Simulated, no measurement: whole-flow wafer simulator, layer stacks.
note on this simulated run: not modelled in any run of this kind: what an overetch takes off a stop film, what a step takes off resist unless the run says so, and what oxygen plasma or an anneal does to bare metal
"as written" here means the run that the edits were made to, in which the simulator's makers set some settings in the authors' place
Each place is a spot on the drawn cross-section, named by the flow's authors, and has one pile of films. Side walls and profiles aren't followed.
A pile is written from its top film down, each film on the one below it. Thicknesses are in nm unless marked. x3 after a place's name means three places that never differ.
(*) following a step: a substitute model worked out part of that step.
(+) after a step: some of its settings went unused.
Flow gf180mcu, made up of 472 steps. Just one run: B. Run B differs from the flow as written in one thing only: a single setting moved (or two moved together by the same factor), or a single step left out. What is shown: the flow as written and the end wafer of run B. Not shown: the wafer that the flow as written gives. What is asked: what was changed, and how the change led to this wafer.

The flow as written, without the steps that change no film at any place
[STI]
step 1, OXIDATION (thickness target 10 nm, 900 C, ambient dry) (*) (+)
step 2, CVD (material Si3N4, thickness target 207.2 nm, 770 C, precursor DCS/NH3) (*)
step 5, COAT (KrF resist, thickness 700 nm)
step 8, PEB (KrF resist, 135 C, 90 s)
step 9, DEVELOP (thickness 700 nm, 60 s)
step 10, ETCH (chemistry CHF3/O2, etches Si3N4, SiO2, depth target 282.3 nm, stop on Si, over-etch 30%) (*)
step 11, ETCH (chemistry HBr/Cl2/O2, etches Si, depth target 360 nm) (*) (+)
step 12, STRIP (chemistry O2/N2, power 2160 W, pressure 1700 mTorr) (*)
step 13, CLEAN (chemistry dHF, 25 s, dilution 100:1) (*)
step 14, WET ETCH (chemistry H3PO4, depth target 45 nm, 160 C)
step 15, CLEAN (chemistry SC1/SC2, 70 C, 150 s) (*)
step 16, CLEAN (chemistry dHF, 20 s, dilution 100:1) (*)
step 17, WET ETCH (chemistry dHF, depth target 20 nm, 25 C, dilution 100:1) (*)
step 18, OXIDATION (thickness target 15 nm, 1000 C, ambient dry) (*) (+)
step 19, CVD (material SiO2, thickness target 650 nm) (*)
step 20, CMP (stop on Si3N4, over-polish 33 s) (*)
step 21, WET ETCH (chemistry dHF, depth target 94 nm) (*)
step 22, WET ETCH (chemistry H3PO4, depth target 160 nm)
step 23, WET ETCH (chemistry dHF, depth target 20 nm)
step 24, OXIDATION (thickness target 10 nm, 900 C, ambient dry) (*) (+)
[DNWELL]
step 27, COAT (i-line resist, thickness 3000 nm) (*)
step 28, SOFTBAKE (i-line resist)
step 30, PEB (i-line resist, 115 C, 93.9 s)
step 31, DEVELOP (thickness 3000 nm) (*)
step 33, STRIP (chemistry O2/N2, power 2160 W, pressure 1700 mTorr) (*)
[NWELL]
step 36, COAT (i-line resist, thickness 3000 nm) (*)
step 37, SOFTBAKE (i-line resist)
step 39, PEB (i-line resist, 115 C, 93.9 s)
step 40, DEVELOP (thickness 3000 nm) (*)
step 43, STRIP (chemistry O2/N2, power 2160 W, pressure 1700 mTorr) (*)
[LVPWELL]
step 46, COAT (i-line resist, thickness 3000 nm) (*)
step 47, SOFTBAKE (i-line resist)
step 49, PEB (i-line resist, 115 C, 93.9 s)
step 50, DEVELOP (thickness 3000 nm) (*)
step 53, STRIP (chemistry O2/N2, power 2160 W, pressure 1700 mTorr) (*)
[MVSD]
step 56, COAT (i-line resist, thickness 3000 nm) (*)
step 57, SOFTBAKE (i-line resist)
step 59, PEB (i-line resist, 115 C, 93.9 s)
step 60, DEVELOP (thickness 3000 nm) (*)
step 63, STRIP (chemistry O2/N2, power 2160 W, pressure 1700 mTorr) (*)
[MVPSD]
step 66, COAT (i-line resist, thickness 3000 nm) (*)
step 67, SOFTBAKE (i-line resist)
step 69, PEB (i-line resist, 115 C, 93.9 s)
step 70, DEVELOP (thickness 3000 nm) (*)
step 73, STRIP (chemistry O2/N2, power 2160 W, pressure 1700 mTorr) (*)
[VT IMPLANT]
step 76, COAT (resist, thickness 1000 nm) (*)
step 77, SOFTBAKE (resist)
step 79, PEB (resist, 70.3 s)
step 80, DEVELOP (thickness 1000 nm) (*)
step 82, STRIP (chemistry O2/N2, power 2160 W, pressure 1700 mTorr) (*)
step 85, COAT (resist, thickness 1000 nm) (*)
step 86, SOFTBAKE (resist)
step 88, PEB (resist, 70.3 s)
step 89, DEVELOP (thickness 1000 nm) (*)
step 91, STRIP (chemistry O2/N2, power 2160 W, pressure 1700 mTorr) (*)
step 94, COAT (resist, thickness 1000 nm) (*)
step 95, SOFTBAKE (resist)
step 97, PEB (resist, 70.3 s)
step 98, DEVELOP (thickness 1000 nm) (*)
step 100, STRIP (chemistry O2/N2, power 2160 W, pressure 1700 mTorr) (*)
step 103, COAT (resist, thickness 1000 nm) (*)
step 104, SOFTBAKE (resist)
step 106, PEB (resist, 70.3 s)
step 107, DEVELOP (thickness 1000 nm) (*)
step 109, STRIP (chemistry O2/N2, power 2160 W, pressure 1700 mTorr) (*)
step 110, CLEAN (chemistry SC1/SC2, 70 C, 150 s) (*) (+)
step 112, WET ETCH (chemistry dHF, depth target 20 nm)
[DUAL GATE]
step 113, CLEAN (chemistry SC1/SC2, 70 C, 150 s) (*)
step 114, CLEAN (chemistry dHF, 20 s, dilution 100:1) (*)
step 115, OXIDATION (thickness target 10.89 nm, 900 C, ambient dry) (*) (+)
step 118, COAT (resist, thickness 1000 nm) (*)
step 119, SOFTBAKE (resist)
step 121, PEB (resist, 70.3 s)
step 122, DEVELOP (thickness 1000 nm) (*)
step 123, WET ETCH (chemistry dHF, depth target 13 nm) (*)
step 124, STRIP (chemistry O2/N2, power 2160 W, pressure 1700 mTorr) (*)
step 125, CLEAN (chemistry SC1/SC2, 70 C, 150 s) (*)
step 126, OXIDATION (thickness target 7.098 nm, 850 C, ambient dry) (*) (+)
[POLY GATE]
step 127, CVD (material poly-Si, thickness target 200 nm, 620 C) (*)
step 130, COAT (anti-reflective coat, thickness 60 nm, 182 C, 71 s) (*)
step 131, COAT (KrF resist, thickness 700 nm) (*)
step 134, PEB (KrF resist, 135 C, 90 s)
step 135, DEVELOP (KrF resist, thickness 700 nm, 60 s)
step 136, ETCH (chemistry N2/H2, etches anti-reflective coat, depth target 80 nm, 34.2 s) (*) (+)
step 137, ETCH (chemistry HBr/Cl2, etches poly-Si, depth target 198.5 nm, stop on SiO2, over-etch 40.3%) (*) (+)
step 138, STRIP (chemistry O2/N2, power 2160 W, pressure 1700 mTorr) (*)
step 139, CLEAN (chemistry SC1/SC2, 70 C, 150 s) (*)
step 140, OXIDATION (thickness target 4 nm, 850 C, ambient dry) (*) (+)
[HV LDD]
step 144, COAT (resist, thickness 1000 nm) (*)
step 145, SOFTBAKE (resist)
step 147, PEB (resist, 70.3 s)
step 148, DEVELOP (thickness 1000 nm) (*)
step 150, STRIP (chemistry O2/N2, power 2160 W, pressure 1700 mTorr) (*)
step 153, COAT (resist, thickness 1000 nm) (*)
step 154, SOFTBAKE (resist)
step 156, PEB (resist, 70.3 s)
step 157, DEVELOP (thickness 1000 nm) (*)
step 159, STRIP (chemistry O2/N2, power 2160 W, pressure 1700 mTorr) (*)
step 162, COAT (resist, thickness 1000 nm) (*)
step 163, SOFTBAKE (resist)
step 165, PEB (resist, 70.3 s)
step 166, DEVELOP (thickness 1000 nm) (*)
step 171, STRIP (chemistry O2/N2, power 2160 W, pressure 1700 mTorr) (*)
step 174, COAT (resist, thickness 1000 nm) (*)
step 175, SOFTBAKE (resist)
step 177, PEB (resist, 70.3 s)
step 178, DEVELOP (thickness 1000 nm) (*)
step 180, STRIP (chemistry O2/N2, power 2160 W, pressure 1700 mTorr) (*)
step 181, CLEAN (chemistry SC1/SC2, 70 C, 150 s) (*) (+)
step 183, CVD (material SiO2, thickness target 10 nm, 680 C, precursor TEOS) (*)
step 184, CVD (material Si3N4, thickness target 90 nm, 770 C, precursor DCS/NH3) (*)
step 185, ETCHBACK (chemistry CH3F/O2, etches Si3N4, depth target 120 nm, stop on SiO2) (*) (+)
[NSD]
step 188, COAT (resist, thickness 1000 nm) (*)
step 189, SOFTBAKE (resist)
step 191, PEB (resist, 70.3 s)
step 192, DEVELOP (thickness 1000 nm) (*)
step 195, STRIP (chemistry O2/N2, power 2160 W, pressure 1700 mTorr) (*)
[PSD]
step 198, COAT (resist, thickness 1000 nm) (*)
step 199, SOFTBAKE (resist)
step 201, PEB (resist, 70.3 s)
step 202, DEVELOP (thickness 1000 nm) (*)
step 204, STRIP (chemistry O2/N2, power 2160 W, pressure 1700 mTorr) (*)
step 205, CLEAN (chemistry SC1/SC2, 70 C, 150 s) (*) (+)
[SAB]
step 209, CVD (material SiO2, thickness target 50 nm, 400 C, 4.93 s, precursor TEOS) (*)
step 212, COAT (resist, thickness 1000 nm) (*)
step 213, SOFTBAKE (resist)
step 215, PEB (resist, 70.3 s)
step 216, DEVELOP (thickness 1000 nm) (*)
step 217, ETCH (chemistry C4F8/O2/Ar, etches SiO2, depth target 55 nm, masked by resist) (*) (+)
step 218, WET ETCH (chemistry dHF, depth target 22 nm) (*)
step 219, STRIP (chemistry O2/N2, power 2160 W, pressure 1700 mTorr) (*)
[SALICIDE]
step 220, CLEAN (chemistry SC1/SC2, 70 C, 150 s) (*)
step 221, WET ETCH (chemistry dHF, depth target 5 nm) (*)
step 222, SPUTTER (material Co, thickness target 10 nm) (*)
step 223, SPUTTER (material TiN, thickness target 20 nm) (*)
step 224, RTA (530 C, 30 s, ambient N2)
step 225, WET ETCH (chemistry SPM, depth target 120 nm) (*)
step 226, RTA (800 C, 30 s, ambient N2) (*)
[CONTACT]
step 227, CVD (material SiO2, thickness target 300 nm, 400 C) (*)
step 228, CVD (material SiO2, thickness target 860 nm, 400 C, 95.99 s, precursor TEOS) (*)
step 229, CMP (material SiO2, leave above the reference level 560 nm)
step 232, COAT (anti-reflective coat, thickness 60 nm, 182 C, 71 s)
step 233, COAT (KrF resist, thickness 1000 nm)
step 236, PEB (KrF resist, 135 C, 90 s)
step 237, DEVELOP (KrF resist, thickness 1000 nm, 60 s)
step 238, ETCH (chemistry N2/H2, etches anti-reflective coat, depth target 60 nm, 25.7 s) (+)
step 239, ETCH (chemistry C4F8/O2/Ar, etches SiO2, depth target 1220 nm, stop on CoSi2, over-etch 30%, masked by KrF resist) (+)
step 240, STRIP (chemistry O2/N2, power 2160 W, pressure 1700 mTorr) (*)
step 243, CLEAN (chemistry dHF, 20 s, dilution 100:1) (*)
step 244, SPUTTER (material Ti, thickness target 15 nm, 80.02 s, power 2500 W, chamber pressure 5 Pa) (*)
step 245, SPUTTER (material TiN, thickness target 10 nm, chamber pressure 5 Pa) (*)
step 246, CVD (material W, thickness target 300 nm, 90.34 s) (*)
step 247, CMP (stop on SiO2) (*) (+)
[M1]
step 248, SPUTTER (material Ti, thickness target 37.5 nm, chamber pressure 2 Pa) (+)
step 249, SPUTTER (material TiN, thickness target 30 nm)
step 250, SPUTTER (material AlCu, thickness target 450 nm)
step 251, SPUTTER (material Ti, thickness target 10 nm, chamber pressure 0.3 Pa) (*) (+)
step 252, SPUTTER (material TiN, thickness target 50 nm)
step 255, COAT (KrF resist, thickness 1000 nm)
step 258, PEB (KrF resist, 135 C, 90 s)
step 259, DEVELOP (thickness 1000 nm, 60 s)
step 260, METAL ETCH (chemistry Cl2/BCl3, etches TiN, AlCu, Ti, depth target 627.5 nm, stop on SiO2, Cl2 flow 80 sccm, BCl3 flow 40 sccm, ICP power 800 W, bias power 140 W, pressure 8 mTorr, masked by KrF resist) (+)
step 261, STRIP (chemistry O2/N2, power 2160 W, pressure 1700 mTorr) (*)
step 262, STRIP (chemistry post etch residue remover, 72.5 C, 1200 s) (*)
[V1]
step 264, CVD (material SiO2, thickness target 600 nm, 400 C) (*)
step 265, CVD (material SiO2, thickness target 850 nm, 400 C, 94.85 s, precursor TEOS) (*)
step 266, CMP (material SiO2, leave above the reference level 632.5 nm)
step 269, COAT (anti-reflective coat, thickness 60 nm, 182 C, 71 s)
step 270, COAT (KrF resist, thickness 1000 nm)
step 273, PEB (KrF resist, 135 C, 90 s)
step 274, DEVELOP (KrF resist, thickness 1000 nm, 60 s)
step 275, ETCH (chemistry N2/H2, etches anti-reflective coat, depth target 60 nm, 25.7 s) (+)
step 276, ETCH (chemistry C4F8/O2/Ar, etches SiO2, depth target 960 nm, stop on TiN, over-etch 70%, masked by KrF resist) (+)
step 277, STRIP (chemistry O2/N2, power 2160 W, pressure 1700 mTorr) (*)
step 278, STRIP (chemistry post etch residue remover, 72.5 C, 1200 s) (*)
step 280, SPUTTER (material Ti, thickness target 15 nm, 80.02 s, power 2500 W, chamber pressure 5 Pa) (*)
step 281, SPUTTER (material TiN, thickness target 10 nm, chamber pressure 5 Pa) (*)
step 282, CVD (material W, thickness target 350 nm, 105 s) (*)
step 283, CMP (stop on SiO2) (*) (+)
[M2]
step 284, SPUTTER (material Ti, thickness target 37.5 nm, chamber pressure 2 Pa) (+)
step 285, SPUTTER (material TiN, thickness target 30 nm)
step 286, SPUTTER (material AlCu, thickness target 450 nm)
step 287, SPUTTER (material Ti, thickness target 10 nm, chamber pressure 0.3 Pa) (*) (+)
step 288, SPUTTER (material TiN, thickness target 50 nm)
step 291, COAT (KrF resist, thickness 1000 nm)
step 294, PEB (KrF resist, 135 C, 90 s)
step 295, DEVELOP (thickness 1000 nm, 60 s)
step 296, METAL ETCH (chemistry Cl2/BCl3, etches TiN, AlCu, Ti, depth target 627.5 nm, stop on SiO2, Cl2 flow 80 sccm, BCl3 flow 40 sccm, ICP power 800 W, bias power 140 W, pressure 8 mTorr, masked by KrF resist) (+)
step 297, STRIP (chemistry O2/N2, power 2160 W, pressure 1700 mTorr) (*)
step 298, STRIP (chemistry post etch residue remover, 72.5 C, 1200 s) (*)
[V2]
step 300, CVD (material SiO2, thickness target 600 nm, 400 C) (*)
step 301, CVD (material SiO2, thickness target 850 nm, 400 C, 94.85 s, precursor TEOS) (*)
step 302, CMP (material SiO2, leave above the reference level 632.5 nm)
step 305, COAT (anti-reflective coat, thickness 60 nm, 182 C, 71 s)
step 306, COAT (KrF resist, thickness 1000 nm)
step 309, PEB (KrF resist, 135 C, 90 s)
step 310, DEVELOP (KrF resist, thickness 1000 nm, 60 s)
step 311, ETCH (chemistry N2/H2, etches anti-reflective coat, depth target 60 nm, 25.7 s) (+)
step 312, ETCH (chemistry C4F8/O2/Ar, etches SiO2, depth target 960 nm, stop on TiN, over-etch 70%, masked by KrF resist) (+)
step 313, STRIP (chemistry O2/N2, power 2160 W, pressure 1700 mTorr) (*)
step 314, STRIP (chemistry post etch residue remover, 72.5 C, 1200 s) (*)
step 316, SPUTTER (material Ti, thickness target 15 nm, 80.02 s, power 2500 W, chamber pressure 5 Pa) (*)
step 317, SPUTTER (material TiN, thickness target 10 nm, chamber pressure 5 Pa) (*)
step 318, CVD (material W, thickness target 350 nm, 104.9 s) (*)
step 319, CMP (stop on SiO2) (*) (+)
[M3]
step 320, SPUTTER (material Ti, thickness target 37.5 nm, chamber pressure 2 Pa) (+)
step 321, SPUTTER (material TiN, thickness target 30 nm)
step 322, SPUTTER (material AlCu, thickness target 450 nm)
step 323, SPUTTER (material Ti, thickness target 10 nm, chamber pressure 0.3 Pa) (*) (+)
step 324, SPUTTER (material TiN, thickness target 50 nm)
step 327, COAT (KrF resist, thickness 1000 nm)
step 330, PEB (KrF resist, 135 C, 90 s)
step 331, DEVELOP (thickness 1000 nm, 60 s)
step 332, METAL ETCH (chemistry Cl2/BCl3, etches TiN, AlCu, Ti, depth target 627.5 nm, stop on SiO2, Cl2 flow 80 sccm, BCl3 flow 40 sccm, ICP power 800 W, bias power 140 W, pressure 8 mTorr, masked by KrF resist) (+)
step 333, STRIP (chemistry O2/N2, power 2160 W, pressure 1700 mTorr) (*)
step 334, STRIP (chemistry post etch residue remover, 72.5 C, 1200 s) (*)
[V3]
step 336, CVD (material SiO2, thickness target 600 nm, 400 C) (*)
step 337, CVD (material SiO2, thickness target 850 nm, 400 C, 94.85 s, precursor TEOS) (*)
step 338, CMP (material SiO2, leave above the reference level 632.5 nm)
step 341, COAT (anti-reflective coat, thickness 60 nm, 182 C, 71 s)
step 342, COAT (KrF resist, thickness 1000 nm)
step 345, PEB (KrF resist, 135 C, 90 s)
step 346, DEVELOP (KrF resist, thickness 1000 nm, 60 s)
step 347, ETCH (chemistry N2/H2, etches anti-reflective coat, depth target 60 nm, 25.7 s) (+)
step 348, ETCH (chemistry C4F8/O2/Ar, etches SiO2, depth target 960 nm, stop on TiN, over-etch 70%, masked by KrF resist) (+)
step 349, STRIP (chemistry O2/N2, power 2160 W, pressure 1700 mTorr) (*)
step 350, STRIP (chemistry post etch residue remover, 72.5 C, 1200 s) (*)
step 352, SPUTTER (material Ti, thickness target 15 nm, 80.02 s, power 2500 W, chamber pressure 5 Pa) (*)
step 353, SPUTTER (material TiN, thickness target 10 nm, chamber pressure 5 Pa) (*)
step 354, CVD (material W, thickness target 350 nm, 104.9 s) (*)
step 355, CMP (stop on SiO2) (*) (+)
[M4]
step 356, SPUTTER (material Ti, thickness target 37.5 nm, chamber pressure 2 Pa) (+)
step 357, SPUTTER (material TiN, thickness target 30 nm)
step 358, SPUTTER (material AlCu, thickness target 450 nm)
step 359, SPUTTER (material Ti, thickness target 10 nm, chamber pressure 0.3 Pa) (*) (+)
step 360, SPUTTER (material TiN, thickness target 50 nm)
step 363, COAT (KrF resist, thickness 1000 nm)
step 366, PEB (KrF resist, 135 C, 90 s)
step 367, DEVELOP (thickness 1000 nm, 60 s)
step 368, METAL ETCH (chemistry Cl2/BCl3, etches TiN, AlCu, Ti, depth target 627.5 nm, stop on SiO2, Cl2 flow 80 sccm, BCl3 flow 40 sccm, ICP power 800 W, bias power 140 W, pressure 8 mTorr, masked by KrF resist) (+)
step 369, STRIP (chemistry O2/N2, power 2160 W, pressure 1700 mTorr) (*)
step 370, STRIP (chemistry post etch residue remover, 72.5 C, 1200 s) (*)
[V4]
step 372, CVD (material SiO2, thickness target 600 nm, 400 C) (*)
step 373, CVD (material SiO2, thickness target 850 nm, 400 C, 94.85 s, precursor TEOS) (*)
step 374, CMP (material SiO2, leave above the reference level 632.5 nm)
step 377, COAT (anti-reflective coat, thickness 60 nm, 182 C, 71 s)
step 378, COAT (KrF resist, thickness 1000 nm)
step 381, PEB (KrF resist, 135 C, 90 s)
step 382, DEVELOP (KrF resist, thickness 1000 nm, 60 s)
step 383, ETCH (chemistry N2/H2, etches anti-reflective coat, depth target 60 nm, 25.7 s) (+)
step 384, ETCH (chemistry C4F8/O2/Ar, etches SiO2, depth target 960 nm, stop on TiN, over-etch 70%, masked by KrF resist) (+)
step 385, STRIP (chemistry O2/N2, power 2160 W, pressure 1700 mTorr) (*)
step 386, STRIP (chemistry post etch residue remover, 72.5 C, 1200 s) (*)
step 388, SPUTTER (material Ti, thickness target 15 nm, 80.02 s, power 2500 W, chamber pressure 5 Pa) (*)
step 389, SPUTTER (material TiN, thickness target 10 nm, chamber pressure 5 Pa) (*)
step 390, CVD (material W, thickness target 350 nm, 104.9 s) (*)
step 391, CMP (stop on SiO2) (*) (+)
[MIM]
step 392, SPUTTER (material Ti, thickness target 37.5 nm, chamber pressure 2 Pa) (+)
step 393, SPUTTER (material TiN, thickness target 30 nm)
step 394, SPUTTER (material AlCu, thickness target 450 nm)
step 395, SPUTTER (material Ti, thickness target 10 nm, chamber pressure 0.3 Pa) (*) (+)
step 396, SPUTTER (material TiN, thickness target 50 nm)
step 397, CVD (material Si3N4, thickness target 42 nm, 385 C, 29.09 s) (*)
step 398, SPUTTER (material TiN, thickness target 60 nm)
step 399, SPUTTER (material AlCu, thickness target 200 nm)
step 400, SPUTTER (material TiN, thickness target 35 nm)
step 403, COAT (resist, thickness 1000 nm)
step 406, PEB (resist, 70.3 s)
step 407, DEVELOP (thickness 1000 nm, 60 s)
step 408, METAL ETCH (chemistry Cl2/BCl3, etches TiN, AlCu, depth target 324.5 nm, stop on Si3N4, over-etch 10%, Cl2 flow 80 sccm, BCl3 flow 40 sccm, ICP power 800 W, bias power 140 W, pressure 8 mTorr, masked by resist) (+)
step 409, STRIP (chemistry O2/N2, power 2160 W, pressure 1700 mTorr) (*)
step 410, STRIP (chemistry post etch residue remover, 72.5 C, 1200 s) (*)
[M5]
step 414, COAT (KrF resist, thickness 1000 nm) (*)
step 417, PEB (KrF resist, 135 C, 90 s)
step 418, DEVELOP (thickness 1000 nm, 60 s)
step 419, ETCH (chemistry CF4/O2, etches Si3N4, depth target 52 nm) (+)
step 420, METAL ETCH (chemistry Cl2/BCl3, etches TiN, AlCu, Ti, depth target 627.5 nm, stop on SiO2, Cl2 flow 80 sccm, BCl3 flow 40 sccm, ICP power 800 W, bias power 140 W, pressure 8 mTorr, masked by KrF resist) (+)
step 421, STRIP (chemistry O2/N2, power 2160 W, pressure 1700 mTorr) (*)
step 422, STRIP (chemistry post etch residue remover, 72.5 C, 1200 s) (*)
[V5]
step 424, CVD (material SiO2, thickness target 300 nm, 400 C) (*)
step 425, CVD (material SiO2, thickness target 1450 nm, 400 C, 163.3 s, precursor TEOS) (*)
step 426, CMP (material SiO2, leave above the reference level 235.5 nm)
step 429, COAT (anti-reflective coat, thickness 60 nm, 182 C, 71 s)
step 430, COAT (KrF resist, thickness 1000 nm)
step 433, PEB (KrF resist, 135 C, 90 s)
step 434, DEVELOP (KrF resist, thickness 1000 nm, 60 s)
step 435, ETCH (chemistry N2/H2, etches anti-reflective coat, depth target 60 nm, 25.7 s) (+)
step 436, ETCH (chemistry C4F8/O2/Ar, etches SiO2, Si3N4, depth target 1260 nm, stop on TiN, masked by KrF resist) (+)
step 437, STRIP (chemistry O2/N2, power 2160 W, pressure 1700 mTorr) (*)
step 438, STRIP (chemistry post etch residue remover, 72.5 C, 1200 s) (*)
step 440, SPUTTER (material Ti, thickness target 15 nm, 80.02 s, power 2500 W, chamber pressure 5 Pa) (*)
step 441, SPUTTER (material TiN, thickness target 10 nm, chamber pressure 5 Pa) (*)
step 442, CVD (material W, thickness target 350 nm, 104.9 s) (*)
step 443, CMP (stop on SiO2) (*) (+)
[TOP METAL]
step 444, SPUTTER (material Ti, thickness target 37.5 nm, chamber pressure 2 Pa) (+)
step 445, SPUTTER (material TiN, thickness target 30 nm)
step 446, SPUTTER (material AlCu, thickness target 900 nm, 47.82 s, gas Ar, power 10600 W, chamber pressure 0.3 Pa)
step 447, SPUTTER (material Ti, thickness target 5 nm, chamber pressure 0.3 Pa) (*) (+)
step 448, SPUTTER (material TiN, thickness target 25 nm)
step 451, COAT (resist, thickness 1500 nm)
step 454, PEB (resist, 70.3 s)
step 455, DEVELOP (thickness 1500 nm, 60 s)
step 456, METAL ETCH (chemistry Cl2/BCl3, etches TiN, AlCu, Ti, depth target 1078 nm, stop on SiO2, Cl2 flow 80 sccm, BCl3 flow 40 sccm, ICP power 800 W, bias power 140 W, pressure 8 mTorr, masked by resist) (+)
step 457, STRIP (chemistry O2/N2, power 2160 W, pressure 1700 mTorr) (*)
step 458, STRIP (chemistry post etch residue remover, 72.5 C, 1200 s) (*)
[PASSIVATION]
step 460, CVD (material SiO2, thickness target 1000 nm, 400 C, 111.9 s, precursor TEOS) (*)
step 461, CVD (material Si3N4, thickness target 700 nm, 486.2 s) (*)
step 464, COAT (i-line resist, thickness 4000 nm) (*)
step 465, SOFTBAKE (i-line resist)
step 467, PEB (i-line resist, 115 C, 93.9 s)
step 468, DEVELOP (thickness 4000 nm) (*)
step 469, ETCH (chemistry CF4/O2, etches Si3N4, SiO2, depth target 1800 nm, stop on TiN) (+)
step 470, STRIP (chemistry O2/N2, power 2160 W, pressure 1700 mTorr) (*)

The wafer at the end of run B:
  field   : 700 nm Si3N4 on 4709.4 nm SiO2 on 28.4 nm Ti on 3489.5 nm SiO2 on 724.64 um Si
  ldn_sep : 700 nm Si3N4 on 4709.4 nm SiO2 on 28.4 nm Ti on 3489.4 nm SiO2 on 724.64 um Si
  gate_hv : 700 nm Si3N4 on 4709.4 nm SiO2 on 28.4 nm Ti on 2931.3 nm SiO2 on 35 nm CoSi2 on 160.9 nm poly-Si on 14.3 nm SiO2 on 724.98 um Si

The reason: step 332, METAL ETCH: depth target 549.1 nm was run, while the flow as written has depth target 627.5 nm.

How this came from the change, step by step:
  step 332, METAL ETCH (chemistry Cl2/BCl3, etches TiN, AlCu, Ti, depth target 627.5 nm, stop on SiO2, Cl2 flow 80 sccm, BCl3 flow 40 sccm, ICP power 800 W, bias power 140 W, pressure 8 mTorr, masked by KrF resist) (+)
      field, field__w1, field__w2 and 103 more: -50 TiN (all of it), -10 Ti (all of it), -450 AlCu (all of it), -30 TiN (all of it), -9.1 Ti (in the flow as written it would be: -50 TiN (all of it), -10 Ti (all of it), -450 AlCu (all of it), -30 TiN (all of it), -37.5 Ti (all of it))
      field__w8, contact, m1, m1__w1, m1_nw: -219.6 KrF resist (in the flow as written it would be: -251 KrF resist)
  step 333, STRIP (chemistry O2/N2, power 2160 W, pressure 1700 mTorr) (*)
      field__w8, contact, m1, m1__w1, m1_nw: -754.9 KrF resist (all of it) (in the flow as written it would be: -723.5 KrF resist (all of it))
  step 336, CVD (material SiO2, thickness target 600 nm, 400 C) (*)
      field, field__w1, field__w2 and 103 more: +600 SiO2 (new film) (in the flow as written it would be: +600 SiO2)
  step 338, CMP (material SiO2, leave above the reference level 632.5 nm)
      field, field__w1, field__w2 and 103 more: -328.4 SiO2 (in the flow as written it would be: -300 SiO2)
With metal films that touch counted as one body, field has 1 body; the flow as written gives 0 bodies.
With metal films that touch counted as one body, ldn_sep has 1 body; the flow as written gives 0 bodies.
With metal films that touch counted as one body, gate_hv has 2 bodies (between them, from the top down: SiO2 2931.3); the flow as written gives 1 body.
